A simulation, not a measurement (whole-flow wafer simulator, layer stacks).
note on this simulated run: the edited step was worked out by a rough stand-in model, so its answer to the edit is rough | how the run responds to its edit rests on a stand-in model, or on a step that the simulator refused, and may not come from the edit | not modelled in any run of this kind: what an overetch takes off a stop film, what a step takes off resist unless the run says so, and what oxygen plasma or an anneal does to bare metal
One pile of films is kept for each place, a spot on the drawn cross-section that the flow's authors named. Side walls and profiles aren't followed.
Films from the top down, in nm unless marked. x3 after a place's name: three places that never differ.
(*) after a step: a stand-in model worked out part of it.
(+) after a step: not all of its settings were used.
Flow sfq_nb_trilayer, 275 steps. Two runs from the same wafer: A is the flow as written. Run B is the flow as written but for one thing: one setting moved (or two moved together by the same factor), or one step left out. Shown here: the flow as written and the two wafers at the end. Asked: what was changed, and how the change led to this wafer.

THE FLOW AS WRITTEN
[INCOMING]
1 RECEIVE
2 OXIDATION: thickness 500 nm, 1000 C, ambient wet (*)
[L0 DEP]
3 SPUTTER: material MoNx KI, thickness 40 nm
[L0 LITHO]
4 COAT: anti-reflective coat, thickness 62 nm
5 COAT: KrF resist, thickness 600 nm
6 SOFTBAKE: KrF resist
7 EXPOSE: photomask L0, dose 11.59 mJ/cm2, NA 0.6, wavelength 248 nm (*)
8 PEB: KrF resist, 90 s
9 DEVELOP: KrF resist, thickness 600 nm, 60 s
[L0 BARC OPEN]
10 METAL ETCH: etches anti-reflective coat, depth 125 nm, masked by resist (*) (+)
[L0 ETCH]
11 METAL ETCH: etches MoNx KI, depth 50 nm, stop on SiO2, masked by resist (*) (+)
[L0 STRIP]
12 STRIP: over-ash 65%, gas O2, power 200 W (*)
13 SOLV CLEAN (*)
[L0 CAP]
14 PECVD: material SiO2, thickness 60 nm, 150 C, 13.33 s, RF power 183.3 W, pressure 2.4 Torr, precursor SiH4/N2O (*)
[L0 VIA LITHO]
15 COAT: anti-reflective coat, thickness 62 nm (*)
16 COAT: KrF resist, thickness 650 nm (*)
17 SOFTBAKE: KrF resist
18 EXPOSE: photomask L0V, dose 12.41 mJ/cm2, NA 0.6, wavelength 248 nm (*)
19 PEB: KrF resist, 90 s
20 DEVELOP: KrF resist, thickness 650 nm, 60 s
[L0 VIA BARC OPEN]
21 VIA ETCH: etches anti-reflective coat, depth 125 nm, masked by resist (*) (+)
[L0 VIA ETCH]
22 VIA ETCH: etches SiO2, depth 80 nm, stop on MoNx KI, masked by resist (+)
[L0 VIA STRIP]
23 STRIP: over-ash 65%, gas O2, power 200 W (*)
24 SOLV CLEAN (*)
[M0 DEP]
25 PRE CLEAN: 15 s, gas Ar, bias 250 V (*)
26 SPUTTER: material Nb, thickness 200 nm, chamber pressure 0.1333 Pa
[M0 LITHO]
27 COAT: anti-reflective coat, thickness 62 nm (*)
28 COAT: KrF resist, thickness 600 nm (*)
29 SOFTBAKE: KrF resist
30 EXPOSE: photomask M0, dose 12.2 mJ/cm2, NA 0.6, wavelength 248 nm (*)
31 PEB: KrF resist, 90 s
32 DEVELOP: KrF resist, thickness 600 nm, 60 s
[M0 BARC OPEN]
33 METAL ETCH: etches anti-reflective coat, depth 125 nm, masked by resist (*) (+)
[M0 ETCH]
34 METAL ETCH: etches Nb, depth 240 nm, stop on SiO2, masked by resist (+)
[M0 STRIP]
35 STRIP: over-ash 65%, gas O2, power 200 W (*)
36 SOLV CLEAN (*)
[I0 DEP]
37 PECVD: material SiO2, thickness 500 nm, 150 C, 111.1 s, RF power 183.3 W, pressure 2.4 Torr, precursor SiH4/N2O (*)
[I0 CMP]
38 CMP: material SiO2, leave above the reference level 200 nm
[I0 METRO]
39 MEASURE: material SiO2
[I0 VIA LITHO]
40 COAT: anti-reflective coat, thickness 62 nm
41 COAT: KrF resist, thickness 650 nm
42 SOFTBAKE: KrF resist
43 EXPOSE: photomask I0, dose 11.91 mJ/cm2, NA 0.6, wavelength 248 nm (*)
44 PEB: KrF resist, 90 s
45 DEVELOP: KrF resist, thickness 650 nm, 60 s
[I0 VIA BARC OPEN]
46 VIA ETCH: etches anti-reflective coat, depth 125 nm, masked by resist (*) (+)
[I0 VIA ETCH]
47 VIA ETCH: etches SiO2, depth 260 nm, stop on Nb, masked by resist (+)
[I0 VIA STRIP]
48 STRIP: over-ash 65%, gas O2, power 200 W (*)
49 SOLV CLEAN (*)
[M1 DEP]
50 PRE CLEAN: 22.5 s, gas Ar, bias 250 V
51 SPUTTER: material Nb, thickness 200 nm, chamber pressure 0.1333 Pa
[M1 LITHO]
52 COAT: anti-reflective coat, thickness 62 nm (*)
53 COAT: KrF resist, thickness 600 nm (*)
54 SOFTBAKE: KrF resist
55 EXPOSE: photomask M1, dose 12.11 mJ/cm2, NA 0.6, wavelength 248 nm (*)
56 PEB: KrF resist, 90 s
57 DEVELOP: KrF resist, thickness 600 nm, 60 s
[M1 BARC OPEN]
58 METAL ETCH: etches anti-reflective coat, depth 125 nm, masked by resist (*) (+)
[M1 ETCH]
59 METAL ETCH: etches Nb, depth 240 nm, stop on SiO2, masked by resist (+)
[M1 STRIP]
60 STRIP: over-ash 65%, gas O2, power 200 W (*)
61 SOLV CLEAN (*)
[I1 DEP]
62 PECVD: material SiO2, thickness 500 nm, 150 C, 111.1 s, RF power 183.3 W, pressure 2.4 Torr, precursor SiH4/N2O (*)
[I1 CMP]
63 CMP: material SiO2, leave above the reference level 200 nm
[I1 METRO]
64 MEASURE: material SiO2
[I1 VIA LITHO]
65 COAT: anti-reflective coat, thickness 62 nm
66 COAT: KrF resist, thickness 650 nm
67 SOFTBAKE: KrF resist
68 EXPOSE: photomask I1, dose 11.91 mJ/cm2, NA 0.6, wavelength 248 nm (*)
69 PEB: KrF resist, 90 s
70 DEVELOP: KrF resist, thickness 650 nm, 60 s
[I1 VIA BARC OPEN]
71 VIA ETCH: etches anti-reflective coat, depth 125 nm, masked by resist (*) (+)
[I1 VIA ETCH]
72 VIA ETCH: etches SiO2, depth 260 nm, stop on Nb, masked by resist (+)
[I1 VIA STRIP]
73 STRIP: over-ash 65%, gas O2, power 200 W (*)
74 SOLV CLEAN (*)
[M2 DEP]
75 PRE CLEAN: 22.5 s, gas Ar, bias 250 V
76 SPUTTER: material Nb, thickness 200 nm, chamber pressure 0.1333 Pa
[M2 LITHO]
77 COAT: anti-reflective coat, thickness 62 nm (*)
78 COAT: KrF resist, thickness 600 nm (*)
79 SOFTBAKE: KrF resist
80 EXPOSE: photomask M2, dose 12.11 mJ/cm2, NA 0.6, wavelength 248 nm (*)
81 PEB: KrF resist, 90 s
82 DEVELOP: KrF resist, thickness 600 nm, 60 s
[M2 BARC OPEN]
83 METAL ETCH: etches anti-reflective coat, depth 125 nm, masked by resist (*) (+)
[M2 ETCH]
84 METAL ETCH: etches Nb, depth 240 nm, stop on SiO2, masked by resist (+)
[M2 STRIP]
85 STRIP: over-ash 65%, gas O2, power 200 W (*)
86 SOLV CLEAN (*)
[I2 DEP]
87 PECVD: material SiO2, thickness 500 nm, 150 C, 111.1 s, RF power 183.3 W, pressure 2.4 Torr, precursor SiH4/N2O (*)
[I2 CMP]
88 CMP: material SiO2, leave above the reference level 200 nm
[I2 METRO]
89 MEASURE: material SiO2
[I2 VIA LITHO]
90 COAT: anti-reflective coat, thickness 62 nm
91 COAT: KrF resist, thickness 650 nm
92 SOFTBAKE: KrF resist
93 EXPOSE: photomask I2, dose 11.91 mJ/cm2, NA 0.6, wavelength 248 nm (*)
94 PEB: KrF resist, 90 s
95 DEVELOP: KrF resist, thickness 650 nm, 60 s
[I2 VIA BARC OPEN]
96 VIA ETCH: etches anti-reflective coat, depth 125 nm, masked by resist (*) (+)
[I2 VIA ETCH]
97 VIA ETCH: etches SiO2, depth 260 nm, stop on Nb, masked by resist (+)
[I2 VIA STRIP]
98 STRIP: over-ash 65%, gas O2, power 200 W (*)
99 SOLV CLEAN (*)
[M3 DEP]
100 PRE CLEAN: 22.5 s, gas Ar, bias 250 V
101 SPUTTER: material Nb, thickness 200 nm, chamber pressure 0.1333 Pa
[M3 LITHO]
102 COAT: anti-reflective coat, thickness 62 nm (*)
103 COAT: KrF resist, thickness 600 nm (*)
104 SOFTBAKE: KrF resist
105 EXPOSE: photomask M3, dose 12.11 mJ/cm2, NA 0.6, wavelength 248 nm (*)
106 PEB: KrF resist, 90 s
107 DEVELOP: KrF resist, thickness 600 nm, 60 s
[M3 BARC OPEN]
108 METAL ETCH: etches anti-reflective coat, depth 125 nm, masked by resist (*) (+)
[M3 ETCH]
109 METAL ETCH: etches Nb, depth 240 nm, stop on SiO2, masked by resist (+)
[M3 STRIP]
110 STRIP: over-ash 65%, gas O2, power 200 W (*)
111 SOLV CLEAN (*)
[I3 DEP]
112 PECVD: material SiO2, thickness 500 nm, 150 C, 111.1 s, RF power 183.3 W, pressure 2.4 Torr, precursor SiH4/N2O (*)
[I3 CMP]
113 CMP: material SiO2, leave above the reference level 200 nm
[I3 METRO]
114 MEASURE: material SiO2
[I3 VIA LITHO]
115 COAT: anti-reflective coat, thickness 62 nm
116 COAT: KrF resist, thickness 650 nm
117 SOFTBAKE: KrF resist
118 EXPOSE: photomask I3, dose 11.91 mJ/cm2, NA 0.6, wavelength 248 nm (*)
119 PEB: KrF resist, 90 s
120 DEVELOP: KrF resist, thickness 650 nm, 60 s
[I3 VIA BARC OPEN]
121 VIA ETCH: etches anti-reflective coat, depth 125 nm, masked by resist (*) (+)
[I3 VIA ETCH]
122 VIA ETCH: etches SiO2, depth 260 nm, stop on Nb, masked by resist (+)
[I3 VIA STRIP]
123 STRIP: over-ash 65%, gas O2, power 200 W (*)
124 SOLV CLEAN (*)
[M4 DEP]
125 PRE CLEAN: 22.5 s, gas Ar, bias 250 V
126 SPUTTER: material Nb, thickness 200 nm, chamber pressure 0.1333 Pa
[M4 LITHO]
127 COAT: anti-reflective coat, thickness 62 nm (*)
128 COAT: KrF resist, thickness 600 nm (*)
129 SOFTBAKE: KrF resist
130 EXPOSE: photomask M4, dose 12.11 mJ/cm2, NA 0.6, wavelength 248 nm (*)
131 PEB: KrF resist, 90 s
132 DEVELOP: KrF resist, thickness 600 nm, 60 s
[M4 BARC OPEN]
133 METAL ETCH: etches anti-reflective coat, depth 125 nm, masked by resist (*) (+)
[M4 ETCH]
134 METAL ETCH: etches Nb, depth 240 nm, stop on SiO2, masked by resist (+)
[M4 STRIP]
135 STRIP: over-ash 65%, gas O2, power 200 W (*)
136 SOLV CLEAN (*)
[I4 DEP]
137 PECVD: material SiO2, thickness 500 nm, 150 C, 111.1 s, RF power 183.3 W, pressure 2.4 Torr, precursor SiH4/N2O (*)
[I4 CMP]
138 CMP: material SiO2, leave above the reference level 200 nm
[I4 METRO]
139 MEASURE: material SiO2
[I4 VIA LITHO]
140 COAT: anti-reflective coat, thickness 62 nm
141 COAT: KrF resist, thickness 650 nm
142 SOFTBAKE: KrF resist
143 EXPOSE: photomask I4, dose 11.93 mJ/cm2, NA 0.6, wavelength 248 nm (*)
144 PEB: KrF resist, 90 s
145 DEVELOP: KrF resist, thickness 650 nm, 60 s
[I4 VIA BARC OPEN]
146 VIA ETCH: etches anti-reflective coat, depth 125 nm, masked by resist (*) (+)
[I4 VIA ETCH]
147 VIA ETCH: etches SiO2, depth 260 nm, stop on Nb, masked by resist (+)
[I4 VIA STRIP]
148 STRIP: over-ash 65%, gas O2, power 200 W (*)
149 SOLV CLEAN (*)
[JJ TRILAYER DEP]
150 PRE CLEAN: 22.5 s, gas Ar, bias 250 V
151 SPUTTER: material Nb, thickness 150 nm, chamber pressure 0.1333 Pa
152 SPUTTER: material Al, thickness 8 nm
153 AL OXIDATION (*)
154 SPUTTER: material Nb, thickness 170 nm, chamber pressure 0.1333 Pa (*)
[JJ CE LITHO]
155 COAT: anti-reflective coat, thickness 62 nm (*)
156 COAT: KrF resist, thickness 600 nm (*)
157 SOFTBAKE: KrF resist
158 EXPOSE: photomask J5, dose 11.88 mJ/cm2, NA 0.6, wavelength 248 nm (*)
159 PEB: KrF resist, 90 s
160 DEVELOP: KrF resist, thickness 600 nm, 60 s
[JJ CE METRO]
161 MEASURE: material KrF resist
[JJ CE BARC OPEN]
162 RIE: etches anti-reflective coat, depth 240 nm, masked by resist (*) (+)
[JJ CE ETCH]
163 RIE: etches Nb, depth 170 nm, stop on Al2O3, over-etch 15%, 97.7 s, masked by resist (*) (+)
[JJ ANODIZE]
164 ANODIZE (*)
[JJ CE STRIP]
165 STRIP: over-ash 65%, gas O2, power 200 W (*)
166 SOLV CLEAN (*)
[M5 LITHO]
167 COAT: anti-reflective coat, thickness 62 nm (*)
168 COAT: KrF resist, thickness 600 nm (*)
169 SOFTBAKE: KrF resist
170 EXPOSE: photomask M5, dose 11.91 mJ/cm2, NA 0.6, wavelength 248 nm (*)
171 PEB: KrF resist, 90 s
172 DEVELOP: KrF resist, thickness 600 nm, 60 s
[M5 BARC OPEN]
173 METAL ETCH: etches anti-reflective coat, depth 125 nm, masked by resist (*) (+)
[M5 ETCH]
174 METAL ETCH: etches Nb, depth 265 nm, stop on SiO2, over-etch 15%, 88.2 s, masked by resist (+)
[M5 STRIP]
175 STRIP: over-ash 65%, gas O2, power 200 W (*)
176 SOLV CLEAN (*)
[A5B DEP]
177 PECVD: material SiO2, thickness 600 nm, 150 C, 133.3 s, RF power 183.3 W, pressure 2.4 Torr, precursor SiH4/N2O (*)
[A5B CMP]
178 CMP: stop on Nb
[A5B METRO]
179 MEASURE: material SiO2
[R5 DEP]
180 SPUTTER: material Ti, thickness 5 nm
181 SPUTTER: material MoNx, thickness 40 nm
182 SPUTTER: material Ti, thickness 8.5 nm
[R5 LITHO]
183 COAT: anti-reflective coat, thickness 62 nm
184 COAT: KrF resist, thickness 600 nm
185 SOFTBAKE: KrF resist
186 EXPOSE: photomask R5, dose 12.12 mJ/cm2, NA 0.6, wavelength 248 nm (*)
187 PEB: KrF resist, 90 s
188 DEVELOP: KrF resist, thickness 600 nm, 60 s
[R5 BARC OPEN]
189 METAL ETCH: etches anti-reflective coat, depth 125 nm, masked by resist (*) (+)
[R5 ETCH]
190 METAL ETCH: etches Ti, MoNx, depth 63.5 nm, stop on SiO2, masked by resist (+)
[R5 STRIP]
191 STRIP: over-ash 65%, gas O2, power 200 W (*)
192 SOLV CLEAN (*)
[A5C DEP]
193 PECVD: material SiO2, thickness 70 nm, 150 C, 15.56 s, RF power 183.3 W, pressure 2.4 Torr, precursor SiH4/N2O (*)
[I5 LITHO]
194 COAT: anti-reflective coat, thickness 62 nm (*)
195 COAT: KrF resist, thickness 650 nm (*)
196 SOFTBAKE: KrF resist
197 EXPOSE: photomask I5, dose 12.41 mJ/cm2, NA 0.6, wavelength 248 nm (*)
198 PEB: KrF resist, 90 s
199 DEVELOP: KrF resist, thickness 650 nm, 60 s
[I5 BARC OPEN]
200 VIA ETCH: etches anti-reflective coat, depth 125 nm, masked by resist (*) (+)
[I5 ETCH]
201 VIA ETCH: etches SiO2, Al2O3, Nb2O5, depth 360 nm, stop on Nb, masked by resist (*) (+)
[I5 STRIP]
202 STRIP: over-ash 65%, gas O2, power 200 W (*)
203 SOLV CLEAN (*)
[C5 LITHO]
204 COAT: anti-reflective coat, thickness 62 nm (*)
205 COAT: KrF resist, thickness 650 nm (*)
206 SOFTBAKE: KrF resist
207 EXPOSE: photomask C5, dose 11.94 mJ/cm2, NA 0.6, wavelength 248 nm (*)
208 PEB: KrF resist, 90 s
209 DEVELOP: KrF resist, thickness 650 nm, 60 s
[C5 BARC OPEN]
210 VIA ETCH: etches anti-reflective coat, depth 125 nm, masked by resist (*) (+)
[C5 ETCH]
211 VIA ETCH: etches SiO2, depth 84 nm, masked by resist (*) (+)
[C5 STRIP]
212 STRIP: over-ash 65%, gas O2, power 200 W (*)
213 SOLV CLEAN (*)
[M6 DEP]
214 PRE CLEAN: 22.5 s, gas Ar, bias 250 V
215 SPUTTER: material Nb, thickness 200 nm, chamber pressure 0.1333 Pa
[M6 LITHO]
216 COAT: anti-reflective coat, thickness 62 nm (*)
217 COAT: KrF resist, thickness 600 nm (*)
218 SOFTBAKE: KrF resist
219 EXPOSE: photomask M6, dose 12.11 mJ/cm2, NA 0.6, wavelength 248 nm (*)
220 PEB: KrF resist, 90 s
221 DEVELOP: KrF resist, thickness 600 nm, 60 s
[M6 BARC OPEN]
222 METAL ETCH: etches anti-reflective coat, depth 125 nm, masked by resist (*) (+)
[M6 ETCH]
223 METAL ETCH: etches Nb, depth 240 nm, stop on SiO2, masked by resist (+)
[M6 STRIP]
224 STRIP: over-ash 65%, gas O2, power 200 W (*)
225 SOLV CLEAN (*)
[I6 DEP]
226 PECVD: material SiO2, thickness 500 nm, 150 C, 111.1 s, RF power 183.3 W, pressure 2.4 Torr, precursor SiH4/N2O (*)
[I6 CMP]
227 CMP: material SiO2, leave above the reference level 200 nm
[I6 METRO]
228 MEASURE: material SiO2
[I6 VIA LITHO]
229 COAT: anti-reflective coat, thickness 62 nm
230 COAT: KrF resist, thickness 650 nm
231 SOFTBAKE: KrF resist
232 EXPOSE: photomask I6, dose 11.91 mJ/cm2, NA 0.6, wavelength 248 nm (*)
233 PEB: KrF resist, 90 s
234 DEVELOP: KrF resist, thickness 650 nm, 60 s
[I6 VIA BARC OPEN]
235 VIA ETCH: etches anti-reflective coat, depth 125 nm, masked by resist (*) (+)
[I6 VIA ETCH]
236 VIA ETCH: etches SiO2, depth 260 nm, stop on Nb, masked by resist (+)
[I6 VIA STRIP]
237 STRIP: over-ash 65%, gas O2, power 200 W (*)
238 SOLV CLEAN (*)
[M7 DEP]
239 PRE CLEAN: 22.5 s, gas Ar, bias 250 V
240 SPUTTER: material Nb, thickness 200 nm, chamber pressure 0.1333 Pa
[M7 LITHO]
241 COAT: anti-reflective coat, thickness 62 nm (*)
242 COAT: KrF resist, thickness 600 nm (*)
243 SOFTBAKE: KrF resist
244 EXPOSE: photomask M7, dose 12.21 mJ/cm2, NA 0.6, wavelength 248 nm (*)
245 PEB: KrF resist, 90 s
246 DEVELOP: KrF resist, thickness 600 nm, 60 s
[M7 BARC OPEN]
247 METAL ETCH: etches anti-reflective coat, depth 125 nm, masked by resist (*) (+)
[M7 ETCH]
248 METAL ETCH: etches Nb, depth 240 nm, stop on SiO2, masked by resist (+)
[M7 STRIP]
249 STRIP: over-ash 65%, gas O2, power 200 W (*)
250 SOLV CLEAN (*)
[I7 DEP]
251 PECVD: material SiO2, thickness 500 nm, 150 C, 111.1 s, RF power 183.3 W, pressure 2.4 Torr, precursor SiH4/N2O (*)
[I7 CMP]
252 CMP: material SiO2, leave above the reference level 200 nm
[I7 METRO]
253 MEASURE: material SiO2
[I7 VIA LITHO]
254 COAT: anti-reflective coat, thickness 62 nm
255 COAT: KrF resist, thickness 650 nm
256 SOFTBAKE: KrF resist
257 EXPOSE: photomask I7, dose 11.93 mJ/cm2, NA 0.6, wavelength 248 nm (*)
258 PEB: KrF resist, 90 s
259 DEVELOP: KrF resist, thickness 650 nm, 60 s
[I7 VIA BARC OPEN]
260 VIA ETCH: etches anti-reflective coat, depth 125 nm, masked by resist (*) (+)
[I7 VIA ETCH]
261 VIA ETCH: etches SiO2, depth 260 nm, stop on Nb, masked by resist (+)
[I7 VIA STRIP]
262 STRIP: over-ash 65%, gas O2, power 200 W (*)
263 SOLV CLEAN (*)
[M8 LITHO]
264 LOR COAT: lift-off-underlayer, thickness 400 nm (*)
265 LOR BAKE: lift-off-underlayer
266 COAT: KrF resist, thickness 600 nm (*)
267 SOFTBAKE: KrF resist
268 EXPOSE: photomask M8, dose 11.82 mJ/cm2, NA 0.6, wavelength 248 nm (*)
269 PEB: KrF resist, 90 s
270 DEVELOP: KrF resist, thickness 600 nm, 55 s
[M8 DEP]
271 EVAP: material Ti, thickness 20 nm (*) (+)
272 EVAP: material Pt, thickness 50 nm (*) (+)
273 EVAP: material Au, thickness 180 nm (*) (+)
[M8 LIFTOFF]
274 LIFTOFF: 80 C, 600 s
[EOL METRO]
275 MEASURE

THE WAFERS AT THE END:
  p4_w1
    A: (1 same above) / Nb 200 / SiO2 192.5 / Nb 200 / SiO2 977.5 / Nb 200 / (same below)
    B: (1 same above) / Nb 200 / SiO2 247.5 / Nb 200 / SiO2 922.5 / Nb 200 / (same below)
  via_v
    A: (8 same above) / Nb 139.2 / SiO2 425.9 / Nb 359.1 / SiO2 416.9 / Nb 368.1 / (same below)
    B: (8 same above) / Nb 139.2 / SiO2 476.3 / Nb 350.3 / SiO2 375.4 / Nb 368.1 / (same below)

The cause: step 87, PECVD: thickness 345 nm was run, where the flow has thickness 500 nm; step 87, PECVD: 76.67 s was run, where the flow has 111.1 s.

How the change led to this, step by step:
  87 PECVD: material SiO2, thickness 500 nm, 150 C, 111.1 s, RF power 183.3 W, pressure 2.4 Torr, precursor SiH4/N2O (*)
      field_l, be, be_sur and 81 more: A SiO2 +500 | B SiO2 +345
      v_sur, via_wl, via_w and 18 more: A SiO2 +500 (new film) | B SiO2 +345 (new film)
      (and at 1 more place)
  88 CMP: material SiO2, leave above the reference level 200 nm
      field_l, be, be_sur and 81 more: A SiO2 -100 | B nothing
      via_v: A SiO2 -181.6 | B nothing
      (and at 21 more places)
  90 COAT: anti-reflective coat, thickness 62 nm
      m0r_line_l, m0r_line_r, m5r_line_l, m6r_line_l, m6r_line_r, m7r_line_l, m7r_line_r: A anti-reflective coat +62 (new film) | B anti-reflective coat +63.5 (new film)
      m0r_space_l, m0r_space_r, m6r_space_l, m6r_space_r, m7r_space_l, m7r_space_r: A anti-reflective coat +62 (new film) | B anti-reflective coat +69.9 (new film)
      (and at 54 more places)
  91 COAT: KrF resist, thickness 650 nm
      v_sur: A KrF resist +650 (new film) | B KrF resist +630 (new film)
      via_wl: A KrF resist +650 (new film) | B KrF resist +627.6 (new film)
      (and at 12 more places)
  95 DEVELOP: KrF resist, thickness 650 nm, 60 s
      via_w: A KrF resist -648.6 (all of it) | B KrF resist -629.3 (all of it)
  96 VIA ETCH: etches anti-reflective coat, depth 125 nm, masked by resist (*) (+)
      field_l, v_sur, via_wl and 102 more: A KrF resist -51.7 | B KrF resist -48
      via_w: A anti-reflective coat -62 (all of it), SiO2 -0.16 | B anti-reflective coat -57.6 (all of it), SiO2 -0.14
  98 STRIP: over-ash 65%, gas O2, power 200 W (*)
      m0r_line_l, m0r_line_r, m6r_line_l, m6r_line_r, m7r_line_l, m7r_line_r: A KrF resist -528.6 (all of it), anti-reflective coat -62 (all of it) | B KrF resist -542.6 (all of it), anti-reflective coat -63.5 (all of it)
      m0r_space_l, m0r_space_r, m6r_space_l, m6r_space_r, m7r_space_l, m7r_space_r: A KrF resist -528.6 (all of it), anti-reflective coat -62 (all of it) | B KrF resist -538.3 (all of it), anti-reflective coat -69.9 (all of it)
      (and at 55 more places)
  102 COAT: anti-reflective coat, thickness 62 nm (*)
      m0r_line_l, m0r_line_r, m5r_line_l, m5r_line_r, m6r_line_l, m6r_line_r, m7r_line_l, m7r_line_r: A anti-reflective coat +62 (new film) | B anti-reflective coat +63.3 (new film)
      m0r_space_l, m0r_space_r, m6r_space_l, m6r_space_r, m7r_space_l, m7r_space_r: A anti-reflective coat +62 (new film) | B anti-reflective coat +68.5 (new film)
      (and at 51 more places)
  103 COAT: KrF resist, thickness 600 nm (*)
      v_sur: A KrF resist +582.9 (new film) | B KrF resist +563.1 (new film)
      via_wl: A KrF resist +601.8 (new film) | B KrF resist +576.4 (new film)
      (and at 14 more places)
  107 DEVELOP: KrF resist, thickness 600 nm, 60 s
      wl_d_sl: A KrF resist -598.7 (all of it) | B KrF resist -616.9 (all of it)
      wl_d_m1: A KrF resist -598.7 (all of it) | B KrF resist -618.7 (all of it)
      (and at 6 more places)
  108 METAL ETCH: etches anti-reflective coat, depth 125 nm, masked by resist (*) (+)
      v_sur, via_wl, via_w and 28 more: A KrF resist -51.7 | B KrF resist -52.8
      m0r_line_l, m0r_line_r, m5r_line_l, m5r_line_r, m6r_line_l, m6r_line_r, m7r_line_l, m7r_line_r: A anti-reflective coat -62 (all of it) | B anti-reflective coat -63.3 (all of it)
      (and at 35 more places)
  110 STRIP: over-ash 65%, gas O2, power 200 W (*)
      wl_a_sl, wl_b_sr: A KrF resist -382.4 (all of it), anti-reflective coat -62 (all of it) | B KrF resist -375.2 (all of it), anti-reflective coat -60.5 (all of it)
      wl_a_sr, wl_b_sl: A KrF resist -382.4 (all of it), anti-reflective coat -62 (all of it) | B KrF resist -375.7 (all of it), anti-reflective coat -60.6 (all of it)
      (and at 18 more places)
  113 CMP: material SiO2, leave above the reference level 200 nm
      field_l, be, be_sur and 64 more: A SiO2 -100 | B SiO2 -45
      p4_w1, p4_w2, p4_w3 and 6 more: A SiO2 -300 | B SiO2 -245
      (and at 9 more places)
  122 VIA ETCH: etches SiO2, depth 260 nm, stop on Nb, masked by resist (+)
      via_v: A SiO2 -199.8 (all of it) | B SiO2 -241.3 (all of it)
  126 SPUTTER: material Nb, thickness 200 nm, chamber pressure 0.1333 Pa
      via_v: A Nb +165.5 | B Nb +156.7
  127 COAT: anti-reflective coat, thickness 62 nm (*)
      via_v: A anti-reflective coat +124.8 (new film) | B anti-reflective coat +133.7 (new film)
  ... 2 more steps ...
  137 PECVD: material SiO2, thickness 500 nm, 150 C, 111.1 s, RF power 183.3 W, pressure 2.4 Torr, precursor SiH4/N2O (*)
      via_v: A SiO2 +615 (new film) | B SiO2 +665.4 (new film)
